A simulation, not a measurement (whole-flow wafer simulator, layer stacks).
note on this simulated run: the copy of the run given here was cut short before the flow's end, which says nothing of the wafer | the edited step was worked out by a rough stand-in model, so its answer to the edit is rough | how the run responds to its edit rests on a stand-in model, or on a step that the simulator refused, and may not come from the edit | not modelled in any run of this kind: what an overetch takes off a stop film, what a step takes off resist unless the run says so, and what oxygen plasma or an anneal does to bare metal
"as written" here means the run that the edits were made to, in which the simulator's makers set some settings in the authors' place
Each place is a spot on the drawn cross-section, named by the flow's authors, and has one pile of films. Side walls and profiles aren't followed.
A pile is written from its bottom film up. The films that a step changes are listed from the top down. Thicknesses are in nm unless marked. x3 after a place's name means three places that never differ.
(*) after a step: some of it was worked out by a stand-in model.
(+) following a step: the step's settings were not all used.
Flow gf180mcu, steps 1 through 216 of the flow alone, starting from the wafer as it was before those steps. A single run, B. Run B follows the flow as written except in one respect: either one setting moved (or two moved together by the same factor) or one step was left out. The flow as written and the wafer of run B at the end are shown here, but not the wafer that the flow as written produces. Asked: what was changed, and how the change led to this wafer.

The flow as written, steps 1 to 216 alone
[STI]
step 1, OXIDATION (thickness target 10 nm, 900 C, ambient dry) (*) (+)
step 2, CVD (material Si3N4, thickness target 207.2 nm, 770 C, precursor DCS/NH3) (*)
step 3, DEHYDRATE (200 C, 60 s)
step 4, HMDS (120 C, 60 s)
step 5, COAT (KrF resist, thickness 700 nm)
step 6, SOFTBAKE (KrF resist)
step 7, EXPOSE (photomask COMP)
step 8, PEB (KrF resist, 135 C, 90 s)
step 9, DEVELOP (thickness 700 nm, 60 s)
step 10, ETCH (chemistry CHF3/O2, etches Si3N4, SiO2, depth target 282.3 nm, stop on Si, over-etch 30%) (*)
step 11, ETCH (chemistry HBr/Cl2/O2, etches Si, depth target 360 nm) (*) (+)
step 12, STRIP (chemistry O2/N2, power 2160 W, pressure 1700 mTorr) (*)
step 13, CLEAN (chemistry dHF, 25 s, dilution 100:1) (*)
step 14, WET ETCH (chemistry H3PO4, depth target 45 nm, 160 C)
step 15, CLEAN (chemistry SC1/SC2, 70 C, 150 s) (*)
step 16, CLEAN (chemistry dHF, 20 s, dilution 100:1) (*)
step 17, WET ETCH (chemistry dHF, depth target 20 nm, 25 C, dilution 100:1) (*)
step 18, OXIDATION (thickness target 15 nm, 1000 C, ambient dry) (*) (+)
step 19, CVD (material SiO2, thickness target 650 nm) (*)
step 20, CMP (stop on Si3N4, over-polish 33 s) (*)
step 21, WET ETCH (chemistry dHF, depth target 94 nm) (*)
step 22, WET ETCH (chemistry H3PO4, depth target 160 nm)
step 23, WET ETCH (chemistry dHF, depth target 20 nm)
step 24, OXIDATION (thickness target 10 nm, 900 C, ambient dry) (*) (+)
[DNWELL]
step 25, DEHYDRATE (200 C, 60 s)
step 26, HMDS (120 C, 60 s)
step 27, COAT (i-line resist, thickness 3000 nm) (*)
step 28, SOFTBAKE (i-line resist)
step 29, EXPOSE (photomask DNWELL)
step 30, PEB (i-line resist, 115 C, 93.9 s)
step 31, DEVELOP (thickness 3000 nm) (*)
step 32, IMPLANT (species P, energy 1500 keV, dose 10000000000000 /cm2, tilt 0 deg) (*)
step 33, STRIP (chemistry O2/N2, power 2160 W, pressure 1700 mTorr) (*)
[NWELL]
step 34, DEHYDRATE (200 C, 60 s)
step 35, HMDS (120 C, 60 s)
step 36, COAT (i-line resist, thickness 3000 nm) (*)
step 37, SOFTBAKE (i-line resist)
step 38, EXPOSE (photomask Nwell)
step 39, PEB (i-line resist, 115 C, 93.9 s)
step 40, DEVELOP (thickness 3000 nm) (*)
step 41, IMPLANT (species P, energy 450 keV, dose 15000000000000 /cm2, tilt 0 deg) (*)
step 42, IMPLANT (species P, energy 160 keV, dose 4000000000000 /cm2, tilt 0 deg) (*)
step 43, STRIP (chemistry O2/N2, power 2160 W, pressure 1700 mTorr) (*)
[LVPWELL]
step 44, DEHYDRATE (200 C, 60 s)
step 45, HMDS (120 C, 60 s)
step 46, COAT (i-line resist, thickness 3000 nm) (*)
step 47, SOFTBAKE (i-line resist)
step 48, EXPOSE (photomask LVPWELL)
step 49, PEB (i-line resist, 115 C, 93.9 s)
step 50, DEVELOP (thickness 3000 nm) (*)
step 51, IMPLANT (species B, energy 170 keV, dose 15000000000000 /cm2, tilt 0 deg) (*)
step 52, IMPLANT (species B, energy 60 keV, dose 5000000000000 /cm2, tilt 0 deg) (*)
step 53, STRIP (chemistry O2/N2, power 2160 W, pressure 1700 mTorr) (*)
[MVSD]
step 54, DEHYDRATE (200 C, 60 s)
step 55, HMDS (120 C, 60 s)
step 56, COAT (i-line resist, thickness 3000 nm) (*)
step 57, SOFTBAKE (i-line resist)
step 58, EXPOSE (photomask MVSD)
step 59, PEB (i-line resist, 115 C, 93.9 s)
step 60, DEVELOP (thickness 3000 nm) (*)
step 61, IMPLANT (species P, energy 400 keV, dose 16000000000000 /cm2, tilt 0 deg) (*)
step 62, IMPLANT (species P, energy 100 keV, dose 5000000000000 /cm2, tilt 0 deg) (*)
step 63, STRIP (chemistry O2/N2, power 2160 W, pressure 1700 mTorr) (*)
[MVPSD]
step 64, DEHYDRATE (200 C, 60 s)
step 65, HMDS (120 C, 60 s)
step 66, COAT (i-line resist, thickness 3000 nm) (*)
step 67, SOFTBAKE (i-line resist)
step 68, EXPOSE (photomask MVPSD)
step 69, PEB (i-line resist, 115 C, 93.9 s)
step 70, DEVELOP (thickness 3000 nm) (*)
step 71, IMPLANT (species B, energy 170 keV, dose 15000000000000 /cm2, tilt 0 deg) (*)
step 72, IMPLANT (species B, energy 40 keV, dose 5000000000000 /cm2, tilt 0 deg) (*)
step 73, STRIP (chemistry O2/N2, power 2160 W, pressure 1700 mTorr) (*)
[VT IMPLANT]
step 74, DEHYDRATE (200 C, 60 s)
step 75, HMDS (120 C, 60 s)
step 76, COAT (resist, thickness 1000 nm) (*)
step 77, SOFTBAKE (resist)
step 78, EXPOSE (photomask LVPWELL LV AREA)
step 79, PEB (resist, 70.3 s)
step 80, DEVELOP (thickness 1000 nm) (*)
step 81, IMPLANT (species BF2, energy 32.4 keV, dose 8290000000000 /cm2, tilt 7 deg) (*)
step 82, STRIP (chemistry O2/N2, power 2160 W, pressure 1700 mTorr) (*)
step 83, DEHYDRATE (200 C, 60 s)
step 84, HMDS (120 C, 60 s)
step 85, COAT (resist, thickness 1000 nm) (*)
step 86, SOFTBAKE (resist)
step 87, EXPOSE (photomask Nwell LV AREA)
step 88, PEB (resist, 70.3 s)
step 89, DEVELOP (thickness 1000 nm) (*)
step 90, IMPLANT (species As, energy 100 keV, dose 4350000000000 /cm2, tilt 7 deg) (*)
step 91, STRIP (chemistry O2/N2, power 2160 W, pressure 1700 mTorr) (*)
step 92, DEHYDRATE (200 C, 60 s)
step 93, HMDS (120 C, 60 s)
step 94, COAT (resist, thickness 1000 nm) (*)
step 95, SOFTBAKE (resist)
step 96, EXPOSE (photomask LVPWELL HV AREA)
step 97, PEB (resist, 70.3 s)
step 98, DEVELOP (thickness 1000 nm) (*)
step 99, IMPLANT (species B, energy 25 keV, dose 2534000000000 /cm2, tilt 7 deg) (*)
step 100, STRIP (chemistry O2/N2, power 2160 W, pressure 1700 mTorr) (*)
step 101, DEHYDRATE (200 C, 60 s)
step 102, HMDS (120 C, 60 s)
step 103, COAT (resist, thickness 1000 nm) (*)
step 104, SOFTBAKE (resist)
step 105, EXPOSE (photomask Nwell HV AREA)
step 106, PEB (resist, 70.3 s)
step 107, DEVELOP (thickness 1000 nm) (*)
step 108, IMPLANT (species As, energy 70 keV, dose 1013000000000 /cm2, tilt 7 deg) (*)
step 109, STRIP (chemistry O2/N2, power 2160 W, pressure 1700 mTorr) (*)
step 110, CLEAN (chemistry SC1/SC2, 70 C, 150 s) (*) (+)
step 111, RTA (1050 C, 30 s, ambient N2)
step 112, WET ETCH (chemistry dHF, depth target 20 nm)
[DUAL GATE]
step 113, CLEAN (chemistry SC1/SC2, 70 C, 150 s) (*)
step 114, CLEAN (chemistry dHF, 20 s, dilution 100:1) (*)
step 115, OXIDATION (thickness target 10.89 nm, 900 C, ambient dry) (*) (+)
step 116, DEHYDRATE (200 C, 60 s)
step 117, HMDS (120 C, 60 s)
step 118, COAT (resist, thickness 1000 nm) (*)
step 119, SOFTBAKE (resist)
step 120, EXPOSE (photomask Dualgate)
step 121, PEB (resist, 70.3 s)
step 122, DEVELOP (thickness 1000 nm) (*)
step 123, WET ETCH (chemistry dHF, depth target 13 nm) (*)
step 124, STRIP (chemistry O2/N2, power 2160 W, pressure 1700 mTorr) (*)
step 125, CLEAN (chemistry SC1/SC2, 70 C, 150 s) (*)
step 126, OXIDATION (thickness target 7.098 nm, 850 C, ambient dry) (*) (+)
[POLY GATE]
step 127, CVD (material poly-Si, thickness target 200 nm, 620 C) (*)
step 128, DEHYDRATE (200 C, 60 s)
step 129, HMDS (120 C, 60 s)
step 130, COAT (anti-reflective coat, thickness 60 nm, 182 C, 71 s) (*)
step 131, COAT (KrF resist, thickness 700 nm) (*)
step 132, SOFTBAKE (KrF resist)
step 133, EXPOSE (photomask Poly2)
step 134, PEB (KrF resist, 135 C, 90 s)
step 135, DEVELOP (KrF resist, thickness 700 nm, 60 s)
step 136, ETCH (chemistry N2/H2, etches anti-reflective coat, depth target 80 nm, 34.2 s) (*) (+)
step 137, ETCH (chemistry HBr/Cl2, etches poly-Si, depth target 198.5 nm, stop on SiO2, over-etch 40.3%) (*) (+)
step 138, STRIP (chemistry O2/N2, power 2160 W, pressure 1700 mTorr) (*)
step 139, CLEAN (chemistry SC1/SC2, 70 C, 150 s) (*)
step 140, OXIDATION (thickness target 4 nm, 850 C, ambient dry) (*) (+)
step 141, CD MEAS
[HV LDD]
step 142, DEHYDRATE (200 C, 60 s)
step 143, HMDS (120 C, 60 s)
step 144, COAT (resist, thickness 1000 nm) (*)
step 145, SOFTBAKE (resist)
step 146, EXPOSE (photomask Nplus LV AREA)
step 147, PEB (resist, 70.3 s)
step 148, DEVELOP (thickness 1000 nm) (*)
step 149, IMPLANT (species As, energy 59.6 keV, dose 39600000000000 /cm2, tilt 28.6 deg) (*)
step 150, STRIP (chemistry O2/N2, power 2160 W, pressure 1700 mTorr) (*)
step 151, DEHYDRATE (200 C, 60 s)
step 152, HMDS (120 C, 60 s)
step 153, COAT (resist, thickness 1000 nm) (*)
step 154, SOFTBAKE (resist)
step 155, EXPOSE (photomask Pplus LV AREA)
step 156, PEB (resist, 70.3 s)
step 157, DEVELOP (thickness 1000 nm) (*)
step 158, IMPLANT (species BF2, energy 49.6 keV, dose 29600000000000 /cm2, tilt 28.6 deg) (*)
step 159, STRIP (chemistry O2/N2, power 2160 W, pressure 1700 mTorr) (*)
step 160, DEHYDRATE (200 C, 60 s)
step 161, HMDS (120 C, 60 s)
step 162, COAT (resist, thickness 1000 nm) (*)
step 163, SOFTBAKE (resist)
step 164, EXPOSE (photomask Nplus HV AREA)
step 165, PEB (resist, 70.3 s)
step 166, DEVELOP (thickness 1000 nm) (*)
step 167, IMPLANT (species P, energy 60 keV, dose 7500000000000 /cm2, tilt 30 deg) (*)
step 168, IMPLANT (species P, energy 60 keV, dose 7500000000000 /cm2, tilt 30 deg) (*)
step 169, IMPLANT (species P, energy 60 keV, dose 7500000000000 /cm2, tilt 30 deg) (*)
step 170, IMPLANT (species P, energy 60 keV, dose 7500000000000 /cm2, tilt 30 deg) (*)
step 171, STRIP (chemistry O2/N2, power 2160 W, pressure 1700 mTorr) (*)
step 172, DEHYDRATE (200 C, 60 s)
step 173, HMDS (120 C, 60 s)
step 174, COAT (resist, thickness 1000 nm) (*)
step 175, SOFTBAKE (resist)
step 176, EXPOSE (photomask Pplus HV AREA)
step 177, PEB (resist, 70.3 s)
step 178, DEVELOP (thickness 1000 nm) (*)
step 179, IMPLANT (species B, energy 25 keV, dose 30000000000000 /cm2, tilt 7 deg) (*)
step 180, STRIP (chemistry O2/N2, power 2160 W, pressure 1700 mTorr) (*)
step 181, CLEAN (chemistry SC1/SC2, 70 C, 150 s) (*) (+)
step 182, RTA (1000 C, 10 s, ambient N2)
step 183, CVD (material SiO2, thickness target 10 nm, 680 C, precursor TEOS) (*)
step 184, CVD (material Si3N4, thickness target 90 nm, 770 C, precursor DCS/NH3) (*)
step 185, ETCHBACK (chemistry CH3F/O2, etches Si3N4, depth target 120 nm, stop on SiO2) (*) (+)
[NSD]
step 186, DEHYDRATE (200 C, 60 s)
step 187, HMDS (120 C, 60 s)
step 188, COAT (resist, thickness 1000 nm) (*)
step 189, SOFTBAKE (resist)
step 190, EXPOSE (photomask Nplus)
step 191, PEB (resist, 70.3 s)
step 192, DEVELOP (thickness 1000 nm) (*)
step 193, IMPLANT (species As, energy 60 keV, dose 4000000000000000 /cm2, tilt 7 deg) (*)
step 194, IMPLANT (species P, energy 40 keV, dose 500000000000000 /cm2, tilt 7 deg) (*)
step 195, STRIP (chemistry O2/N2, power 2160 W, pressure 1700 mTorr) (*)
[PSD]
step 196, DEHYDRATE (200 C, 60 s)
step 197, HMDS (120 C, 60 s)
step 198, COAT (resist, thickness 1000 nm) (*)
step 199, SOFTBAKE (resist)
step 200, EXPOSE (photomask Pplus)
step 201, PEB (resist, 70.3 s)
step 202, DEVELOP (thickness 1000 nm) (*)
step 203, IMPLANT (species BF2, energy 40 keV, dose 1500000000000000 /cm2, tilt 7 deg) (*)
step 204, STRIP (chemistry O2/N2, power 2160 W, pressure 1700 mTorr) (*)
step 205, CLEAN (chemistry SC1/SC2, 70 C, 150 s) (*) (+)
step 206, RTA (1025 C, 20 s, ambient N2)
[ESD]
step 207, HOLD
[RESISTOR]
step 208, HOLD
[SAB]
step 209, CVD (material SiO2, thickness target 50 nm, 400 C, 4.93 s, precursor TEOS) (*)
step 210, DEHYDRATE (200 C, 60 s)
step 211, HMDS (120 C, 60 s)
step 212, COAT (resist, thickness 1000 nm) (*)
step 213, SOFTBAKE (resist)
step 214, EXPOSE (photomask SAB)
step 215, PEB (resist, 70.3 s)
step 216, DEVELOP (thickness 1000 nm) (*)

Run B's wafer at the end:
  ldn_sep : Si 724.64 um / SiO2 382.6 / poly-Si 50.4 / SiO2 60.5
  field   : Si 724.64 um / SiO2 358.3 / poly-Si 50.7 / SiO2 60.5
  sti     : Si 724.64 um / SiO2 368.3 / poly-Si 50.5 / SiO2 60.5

Cause: step 137, ETCH: depth target 104.2 nm was run, though the flow has depth target 198.5 nm.

The path from the change to this, step by step:
  step 137, ETCH (chemistry HBr/Cl2, etches poly-Si, depth target 198.5 nm, stop on SiO2, over-etch 40.3%) (*) (+)
      field__w3, field__w12, field_sub and 14 more: poly-Si loses 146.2 (in the flow as written it would be: poly-Si loses 199 (all of it), SiO2 loses 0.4)
      field__w6, sti, m1 and 11 more: poly-Si loses 146.2 (in the flow as written it would be: poly-Si loses 198.8 (all of it), SiO2 loses 0.4)
      (as well as at 61 more places)
  step 138, STRIP (chemistry O2/N2, power 2160 W, pressure 1700 mTorr) (*)
      field, field__w1, field__w2 and 61 more: chemical SiO2 gains 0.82 (new film), poly-Si loses 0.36 (in the flow as written it would be: nothing)
      gate: chemical SiO2 gains 0.67 (new film), KrF resist loses 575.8 (all of it), anti-reflective coat loses 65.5 (all of it), poly-Si loses 0.3 (in the flow as written it would be: chemical SiO2 gains 0.68 (new film), KrF resist loses 531.7 (all of it), anti-reflective coat loses 65.5 (all of it), poly-Si loses 0.3)
      (as well as at 27 more places)
  step 139, CLEAN (chemistry SC1/SC2, 70 C, 150 s) (*)
      field, field__w1, field__w2 and 34 more: chemical SiO2 loses 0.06, poly-Si loses 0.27 (in the flow as written it would be: SiO2 loses 0.68)
  step 140, OXIDATION (thickness target 4 nm, 850 C, ambient dry) (*) (+)
      field, field__w1, field__w2 and 21 more: SiO2 gains 4 (new film), chemical SiO2 loses 0.76 (all of it), poly-Si loses 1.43 (in the flow as written it would be: SiO2 gains 0.15, Si loses 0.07)
      active_hv, active_nat, ld_sd_n and 11 more: SiO2 gains 4 (new film), chemical SiO2 loses 0.76 (all of it), poly-Si loses 1.43 (in the flow as written it would be: SiO2 gains 0.96, Si loses 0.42)
      (as well as at 26 more places)
  step 144, COAT (resist, thickness 1000 nm) (*)
      gate: resist gains 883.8 (new film) (in the flow as written it would be: resist gains 837.3 (new film))
      gate_hv: resist gains 887.3 (new film) (in the flow as written it would be: resist gains 845.4 (new film))
      (as well as at 26 more places)
  step 145, SOFTBAKE (resist)
      nw_enc_fld_lv__w3: resist loses 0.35 (in the flow as written it would be: resist gains 2.63)
      field__w1: resist gains 2.83 (in the flow as written it would be: resist gains 4.19)
      (as well as at 64 more places)
  step 147, PEB (resist, 70.3 s)
      ld_gate_n, ld_acc_n, ld_gate_p, ld_acc_p: resist loses 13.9 (in the flow as written it would be: resist loses 13.2)
      ld_body_p_dnw, ldn_ch, ldp_ch: resist loses 13.8 (in the flow as written it would be: resist loses 13)
      (as well as at 23 more places)
  step 148, DEVELOP (thickness 1000 nm) (*)
      gate: resist loses 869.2 (all of it) (in the flow as written it would be: resist loses 822.7 (all of it))
      npoly_u: resist loses 866.3 (all of it) (in the flow as written it would be: resist loses 821.5 (all of it))
      (as well as at 3 more places)
  step 150, STRIP (chemistry O2/N2, power 2160 W, pressure 1700 mTorr) (*)
      gate_hv: resist loses 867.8 (all of it) (in the flow as written it would be: resist loses 824.2 (all of it))
      gate_p: resist loses 873.5 (all of it) (in the flow as written it would be: resist loses 828.7 (all of it))
      (as well as at 21 more places)
  step 153, COAT (resist, thickness 1000 nm) (*)
      gate: resist gains 883.8 (new film) (in the flow as written it would be: resist gains 837.3 (new film))
      gate_hv: resist gains 887.3 (new film) (in the flow as written it would be: resist gains 845.4 (new film))
      (as well as at 26 more places)
  step 154, SOFTBAKE (resist)
      nw_enc_fld_lv__w3: resist loses 0.35 (in the flow as written it would be: resist gains 2.63)
      field__w1: resist gains 2.83 (in the flow as written it would be: resist gains 4.19)
      (as well as at 64 more places)
  step 156, PEB (resist, 70.3 s)
      ld_gate_n, ld_acc_n, ld_gate_p, ld_acc_p: resist loses 13.9 (in the flow as written it would be: resist loses 13.2)
      ld_body_p_dnw, ldn_ch, ldp_ch: resist loses 13.8 (in the flow as written it would be: resist loses 13)
      (as well as at 23 more places)
  step 157, DEVELOP (thickness 1000 nm) (*)
      gate_p: resist loses 873.5 (all of it) (in the flow as written it would be: resist loses 828.7 (all of it))
      ppoly_u: resist loses 870.2 (all of it) (in the flow as written it would be: resist loses 827 (all of it))
      (as well as at 3 more places)
  step 159, STRIP (chemistry O2/N2, power 2160 W, pressure 1700 mTorr) (*)
      gate: resist loses 869.2 (all of it) (in the flow as written it would be: resist loses 822.7 (all of it))
      gate_hv: resist loses 867.8 (all of it) (in the flow as written it would be: resist loses 824.2 (all of it))
      (as well as at 21 more places)
  step 162, COAT (resist, thickness 1000 nm) (*)
      gate: resist gains 883.8 (new film) (in the flow as written it would be: resist gains 837.3 (new film))
      gate_hv: resist gains 887.3 (new film) (in the flow as written it would be: resist gains 845.4 (new film))
      (as well as at 26 more places)
  step 163, SOFTBAKE (resist)
      nw_enc_fld_lv__w3: resist loses 0.35 (in the flow as written it would be: resist gains 2.63)
      field__w1: resist gains 2.83 (in the flow as written it would be: resist gains 4.19)
      (as well as at 64 more places)
  ... another 22 steps ...
  step 216, DEVELOP (thickness 1000 nm) (*)
      field_sub__w4: resist loses 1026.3 (all of it) (in the flow as written it would be: resist loses 1048 (all of it))
      gate: resist loses 877.1 (all of it) (in the flow as written it would be: resist loses 834.3 (all of it))
      (as well as at 27 more places)
